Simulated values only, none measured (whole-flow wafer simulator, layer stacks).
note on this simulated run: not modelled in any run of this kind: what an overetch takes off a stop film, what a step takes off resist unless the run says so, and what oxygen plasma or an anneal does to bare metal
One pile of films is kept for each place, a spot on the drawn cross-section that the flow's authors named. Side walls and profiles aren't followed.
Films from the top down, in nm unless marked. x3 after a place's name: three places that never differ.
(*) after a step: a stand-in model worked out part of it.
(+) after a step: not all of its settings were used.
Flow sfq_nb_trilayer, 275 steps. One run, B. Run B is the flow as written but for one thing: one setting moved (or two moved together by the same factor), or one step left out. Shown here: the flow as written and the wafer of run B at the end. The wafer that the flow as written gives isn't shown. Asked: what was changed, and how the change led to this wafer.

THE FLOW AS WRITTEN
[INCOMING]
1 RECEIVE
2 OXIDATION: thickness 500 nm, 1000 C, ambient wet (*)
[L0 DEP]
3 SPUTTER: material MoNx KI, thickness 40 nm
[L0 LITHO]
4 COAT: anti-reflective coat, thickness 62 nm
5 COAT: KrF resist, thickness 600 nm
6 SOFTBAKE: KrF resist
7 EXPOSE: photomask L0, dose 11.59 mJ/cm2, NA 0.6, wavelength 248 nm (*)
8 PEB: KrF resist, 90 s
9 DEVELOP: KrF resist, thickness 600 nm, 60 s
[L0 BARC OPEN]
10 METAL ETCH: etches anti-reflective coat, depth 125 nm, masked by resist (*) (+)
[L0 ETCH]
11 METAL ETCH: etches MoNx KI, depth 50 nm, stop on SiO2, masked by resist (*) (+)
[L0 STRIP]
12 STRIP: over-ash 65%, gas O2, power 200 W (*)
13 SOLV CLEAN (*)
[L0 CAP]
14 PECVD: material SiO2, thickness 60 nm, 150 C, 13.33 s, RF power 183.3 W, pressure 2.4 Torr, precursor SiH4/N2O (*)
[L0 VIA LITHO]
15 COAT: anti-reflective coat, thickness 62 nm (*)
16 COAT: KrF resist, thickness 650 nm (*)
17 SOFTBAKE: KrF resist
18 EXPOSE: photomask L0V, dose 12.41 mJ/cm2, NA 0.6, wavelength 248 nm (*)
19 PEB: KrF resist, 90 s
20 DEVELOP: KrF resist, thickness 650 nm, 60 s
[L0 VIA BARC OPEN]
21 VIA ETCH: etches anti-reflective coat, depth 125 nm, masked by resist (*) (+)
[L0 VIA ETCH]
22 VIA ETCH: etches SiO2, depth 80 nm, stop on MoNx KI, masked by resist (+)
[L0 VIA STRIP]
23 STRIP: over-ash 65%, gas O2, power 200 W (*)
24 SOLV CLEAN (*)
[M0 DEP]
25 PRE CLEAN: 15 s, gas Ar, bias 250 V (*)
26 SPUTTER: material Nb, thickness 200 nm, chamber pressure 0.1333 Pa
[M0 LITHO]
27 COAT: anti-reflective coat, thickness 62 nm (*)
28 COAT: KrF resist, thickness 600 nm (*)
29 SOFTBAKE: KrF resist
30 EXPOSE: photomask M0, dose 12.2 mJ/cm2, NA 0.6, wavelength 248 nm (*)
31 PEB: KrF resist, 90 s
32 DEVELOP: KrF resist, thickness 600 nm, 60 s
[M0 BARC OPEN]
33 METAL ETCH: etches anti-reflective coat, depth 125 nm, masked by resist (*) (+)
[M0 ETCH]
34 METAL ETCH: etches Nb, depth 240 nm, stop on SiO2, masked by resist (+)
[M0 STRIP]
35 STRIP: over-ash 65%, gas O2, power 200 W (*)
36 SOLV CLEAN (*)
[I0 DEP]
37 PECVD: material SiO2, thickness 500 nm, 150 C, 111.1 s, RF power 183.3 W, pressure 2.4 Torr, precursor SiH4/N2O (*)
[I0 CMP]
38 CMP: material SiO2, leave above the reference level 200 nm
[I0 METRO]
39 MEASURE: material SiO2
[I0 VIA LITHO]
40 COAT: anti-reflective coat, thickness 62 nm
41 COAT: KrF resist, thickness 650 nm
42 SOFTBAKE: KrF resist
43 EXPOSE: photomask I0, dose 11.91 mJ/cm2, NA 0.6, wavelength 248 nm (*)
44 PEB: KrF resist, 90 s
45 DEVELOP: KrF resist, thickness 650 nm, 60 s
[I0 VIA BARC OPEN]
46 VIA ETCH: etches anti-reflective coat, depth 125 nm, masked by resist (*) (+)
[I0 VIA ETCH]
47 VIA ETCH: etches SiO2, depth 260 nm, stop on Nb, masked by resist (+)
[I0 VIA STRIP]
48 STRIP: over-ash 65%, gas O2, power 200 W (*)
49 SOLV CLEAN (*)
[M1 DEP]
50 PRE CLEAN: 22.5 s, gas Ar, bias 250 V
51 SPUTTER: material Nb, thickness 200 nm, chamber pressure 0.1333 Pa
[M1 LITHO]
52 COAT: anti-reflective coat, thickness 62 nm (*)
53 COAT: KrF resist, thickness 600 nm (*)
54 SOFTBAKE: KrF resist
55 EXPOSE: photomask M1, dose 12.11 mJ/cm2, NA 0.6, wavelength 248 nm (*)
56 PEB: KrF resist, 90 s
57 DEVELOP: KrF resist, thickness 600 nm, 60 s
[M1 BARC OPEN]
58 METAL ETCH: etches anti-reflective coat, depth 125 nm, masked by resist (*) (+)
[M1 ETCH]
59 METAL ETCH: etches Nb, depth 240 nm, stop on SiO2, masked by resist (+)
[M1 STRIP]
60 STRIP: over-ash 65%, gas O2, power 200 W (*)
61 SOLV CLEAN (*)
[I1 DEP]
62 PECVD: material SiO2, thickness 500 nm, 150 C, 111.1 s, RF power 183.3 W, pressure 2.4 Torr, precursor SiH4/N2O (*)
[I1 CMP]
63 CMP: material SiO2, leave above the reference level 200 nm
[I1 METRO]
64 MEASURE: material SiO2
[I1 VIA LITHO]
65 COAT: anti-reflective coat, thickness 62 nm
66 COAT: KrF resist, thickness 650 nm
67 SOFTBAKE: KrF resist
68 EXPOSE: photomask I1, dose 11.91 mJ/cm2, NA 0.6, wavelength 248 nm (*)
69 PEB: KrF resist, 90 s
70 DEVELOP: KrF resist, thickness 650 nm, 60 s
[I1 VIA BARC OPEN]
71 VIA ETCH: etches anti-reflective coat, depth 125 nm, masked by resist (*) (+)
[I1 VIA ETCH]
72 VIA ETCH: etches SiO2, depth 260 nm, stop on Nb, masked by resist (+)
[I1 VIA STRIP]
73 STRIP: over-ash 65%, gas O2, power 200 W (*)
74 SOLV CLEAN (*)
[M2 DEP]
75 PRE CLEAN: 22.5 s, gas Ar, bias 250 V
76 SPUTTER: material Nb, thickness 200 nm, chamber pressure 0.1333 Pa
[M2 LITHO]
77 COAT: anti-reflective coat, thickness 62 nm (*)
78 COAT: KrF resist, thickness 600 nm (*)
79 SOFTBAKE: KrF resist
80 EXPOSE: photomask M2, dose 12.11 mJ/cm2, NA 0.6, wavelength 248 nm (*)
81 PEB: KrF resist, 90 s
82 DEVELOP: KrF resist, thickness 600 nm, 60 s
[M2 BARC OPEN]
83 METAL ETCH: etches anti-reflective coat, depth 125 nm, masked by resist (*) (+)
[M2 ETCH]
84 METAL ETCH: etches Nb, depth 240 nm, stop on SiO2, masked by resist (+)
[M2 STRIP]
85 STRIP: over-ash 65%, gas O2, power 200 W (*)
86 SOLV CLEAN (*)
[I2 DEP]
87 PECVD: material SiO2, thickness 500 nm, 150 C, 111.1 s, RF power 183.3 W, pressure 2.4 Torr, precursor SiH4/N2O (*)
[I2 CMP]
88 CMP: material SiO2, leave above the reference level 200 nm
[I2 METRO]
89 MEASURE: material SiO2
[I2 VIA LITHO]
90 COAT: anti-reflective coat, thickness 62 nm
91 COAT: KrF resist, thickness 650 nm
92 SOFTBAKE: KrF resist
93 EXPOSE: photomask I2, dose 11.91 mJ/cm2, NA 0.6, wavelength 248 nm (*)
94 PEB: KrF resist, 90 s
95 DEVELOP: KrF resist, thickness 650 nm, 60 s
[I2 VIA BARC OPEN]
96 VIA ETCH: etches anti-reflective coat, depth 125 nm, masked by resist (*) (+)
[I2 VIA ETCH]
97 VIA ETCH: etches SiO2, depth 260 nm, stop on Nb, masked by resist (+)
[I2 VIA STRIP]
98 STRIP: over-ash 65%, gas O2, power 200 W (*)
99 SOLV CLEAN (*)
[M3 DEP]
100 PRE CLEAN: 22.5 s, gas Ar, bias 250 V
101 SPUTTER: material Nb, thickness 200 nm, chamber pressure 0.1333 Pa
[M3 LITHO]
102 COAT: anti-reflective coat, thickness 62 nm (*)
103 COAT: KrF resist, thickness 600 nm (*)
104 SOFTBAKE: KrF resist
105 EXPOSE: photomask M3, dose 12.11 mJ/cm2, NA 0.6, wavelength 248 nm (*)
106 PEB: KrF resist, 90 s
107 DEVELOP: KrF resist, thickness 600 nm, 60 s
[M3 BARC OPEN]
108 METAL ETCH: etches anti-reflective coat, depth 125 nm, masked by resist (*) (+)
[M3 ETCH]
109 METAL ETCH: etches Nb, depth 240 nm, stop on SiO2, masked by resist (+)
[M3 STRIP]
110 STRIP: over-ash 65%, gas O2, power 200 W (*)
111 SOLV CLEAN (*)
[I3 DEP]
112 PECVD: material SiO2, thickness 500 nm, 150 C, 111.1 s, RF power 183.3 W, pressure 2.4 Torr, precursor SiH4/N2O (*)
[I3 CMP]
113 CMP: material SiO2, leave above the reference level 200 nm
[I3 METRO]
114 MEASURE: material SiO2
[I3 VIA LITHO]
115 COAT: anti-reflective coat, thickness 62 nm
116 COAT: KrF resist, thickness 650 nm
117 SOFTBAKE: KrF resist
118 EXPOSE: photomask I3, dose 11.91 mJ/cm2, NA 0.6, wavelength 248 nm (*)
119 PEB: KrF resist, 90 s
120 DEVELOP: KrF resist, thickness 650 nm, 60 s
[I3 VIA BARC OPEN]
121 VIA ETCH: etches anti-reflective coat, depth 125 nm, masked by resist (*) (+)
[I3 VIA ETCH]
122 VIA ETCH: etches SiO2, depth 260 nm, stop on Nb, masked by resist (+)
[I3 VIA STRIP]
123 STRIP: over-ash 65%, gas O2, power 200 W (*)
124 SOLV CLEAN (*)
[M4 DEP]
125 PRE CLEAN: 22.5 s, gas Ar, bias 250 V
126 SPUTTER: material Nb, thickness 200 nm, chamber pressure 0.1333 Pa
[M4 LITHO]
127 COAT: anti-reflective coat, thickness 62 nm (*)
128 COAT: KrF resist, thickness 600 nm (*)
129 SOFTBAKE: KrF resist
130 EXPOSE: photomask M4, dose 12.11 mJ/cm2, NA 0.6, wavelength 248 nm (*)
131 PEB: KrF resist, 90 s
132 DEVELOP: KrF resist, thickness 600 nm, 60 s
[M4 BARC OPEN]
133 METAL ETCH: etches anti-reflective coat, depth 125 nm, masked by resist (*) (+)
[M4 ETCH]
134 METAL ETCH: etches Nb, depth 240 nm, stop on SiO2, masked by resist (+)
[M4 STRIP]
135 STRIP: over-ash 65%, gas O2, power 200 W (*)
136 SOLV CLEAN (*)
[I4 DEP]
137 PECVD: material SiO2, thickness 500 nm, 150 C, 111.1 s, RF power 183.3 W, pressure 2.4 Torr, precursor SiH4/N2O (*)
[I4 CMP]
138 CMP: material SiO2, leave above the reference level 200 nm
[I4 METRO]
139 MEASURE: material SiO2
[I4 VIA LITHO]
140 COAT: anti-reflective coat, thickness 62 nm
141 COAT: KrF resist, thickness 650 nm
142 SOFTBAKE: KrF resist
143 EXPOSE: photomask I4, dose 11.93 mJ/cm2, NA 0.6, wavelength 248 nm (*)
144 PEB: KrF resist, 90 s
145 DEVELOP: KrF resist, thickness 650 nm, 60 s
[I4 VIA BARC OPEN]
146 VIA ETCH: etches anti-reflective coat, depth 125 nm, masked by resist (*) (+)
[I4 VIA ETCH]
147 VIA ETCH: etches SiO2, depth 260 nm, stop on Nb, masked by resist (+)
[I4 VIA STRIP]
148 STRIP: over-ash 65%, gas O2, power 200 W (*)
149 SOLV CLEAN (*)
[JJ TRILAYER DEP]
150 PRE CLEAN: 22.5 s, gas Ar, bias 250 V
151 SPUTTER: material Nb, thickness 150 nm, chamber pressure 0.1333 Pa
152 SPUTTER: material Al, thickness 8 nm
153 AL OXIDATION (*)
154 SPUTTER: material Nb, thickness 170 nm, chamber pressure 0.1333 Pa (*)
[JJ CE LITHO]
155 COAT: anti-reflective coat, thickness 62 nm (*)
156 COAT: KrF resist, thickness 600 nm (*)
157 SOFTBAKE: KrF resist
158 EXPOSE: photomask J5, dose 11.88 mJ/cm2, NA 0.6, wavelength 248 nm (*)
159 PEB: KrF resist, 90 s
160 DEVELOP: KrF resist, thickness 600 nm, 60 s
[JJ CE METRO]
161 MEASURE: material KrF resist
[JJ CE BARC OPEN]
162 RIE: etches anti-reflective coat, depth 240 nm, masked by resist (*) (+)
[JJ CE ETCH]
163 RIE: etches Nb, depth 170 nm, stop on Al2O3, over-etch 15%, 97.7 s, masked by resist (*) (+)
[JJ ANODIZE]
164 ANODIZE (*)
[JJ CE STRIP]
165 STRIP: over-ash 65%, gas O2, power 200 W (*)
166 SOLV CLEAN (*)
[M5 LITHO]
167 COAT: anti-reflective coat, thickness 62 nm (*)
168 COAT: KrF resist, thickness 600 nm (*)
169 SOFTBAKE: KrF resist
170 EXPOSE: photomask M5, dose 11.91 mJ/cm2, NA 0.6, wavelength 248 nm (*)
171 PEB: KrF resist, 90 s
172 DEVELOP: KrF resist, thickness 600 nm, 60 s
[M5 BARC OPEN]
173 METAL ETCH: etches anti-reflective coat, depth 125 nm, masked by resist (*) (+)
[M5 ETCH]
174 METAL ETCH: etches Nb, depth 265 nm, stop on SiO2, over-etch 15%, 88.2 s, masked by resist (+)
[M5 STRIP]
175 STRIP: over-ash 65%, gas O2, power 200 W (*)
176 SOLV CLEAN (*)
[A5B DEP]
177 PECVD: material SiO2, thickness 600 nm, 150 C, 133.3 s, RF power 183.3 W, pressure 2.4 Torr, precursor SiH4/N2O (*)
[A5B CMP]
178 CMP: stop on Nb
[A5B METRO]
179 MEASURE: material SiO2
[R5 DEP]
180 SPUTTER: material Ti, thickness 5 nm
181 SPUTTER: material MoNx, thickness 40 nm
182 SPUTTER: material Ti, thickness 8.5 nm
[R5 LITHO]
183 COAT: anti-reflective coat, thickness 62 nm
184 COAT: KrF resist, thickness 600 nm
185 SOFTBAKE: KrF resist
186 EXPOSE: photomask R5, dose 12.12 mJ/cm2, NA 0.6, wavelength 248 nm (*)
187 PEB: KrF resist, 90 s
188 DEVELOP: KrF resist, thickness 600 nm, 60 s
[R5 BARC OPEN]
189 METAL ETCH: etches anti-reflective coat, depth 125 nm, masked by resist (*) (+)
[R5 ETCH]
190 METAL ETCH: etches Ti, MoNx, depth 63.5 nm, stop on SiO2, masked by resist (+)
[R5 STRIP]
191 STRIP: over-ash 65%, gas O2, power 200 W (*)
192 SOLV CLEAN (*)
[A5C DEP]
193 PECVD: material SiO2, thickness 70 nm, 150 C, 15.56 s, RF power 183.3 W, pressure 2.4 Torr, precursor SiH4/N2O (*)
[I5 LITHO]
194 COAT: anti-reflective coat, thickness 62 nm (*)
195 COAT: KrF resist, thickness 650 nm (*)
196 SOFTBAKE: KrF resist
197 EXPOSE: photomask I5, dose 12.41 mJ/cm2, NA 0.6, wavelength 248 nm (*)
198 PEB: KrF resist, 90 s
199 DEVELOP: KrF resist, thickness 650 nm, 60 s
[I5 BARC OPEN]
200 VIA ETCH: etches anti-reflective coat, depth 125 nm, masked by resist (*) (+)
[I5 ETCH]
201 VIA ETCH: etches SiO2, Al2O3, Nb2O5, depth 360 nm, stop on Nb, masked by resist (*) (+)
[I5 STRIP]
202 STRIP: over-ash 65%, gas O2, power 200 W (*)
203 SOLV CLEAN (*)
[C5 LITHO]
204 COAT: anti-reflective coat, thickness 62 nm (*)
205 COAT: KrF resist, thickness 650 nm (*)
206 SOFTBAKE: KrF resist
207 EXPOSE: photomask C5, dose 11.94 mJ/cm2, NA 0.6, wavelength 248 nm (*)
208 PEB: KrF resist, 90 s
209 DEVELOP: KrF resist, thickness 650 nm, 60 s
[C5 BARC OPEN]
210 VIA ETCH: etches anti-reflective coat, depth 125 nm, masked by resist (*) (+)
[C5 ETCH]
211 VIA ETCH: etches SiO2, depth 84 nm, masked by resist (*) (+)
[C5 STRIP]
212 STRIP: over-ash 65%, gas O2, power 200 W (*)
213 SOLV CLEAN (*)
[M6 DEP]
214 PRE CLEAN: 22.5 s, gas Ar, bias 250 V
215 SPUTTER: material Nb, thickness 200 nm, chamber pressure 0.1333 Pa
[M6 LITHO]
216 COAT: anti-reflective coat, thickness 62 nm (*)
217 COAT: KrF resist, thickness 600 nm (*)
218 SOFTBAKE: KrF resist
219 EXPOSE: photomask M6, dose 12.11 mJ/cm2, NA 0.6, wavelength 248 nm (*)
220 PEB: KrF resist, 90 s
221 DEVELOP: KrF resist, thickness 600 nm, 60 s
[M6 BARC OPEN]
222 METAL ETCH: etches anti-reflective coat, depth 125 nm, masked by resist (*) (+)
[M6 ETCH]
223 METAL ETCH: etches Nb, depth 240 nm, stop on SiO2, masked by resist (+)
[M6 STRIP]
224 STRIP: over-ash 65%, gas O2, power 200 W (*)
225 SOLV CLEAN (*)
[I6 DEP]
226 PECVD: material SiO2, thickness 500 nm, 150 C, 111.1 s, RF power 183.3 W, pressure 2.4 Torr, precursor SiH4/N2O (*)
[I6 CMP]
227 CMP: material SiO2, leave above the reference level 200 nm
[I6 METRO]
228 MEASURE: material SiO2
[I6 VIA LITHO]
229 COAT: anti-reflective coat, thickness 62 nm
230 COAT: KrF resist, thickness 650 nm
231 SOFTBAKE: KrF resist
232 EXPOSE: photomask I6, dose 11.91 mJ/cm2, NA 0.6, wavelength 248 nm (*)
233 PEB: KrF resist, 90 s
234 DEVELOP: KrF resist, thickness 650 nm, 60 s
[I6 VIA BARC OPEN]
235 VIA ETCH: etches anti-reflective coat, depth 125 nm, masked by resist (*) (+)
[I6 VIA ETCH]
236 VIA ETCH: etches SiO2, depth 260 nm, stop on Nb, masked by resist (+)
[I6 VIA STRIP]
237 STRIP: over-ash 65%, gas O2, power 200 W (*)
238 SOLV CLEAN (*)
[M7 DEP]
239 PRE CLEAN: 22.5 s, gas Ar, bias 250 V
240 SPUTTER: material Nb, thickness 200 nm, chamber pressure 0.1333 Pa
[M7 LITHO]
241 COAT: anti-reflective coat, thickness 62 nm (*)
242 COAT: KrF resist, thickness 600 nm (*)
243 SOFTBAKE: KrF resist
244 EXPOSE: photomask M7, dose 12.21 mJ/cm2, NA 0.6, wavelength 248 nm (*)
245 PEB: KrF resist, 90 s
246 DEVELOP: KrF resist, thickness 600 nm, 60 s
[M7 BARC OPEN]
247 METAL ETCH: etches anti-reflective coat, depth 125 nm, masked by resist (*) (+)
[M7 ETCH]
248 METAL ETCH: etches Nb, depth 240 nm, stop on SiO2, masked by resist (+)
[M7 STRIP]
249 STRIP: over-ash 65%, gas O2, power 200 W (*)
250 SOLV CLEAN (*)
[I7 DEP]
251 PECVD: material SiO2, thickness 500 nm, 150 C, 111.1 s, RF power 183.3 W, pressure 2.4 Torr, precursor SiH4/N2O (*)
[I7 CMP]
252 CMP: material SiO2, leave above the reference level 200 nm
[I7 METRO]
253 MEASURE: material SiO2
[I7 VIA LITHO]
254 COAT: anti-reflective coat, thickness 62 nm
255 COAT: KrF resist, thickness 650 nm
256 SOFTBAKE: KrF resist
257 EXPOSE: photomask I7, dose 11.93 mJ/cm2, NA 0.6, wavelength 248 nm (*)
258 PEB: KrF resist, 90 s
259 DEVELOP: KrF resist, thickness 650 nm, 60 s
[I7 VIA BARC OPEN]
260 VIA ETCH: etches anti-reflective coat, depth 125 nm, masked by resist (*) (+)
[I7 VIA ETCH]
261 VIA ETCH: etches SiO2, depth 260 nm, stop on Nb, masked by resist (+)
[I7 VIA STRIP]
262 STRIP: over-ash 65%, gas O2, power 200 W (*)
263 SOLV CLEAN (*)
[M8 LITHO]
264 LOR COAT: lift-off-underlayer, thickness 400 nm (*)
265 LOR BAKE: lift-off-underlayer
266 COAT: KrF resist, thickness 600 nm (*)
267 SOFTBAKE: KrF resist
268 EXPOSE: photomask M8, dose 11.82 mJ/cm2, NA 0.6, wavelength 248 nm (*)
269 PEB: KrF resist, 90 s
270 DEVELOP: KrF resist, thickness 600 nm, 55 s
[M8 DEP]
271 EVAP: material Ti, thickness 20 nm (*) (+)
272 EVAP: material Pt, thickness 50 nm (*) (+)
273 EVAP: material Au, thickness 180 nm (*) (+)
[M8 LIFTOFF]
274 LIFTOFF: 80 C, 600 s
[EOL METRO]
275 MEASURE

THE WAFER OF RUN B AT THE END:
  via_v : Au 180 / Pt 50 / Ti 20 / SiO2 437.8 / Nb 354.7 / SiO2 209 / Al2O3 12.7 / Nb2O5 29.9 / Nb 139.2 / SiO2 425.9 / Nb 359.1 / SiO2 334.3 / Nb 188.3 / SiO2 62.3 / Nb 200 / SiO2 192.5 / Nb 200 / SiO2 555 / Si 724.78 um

The cause: step 72, VIA ETCH: depth 130 nm was run, where the flow has depth 260 nm.

How the change led to this, step by step:
  72 VIA ETCH: etches SiO2, depth 260 nm, stop on Nb, masked by resist (+)
      via_v: SiO2 -130 (as written it would be: SiO2 -199.8 (all of it))
      field_l, v_sur, via_wl and 102 more: KrF resist -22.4 (as written it would be: KrF resist -44.8)
  73 STRIP: over-ash 65%, gas O2, power 200 W (*)
      field_l, v_sur, via_wl and 102 more: KrF resist -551 (all of it), anti-reflective coat -62 (all of it) (as written it would be: KrF resist -528.6 (all of it), anti-reflective coat -62 (all of it))
  75 PRE CLEAN: 22.5 s, gas Ar, bias 250 V
      via_v: SiO2 -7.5 (as written it would be: Nb -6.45)
  76 SPUTTER: material Nb, thickness 200 nm, chamber pressure 0.1333 Pa
      via_v: Nb +188.3 (new film) (as written it would be: Nb +174.5)
  77 COAT: anti-reflective coat, thickness 62 nm (*)
      via_sp: anti-reflective coat +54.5 (new film) (as written it would be: anti-reflective coat +53.2 (new film))
      via_v: anti-reflective coat +107.6 (new film) (as written it would be: anti-reflective coat +123.1 (new film))
      (and at 1 more place)
  78 COAT: KrF resist, thickness 600 nm (*)
      via_v: KrF resist +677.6 (new film) (as written it would be: KrF resist +733.7 (new film))
  85 STRIP: over-ash 65%, gas O2, power 200 W (*)
      via_sp: KrF resist -379 (all of it), anti-reflective coat -54.5 (all of it) (as written it would be: KrF resist -374.4 (all of it), anti-reflective coat -53.2 (all of it))
      via_v: KrF resist -459.8 (all of it), anti-reflective coat -107.6 (all of it) (as written it would be: KrF resist -515.8 (all of it), anti-reflective coat -123.1 (all of it))
      (and at 1 more place)
  87 PECVD: material SiO2, thickness 500 nm, 150 C, 111.1 s, RF power 183.3 W, pressure 2.4 Torr, precursor SiH4/N2O (*)
      via_v: SiO2 +500 (new film) (as written it would be: SiO2 +606 (new film))
  88 CMP: material SiO2, leave above the reference level 200 nm
      via_v: SiO2 -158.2 (as written it would be: SiO2 -181.6)
Counting metal films that touch as one body, via_v has 7 bodies (between them, from the top down: SiO2 437.8; SiO2 209 / Al2O3 12.7 / Nb2O5 29.9; SiO2 425.9; SiO2 334.3; SiO2 62.3; SiO2 192.5); the flow as written gives 6 bodies (between them, from the top down: SiO2 437.8; SiO2 209 / Al2O3 12.7 / Nb2O5 29.9; SiO2 425.9; SiO2 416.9; SiO2 192.5).
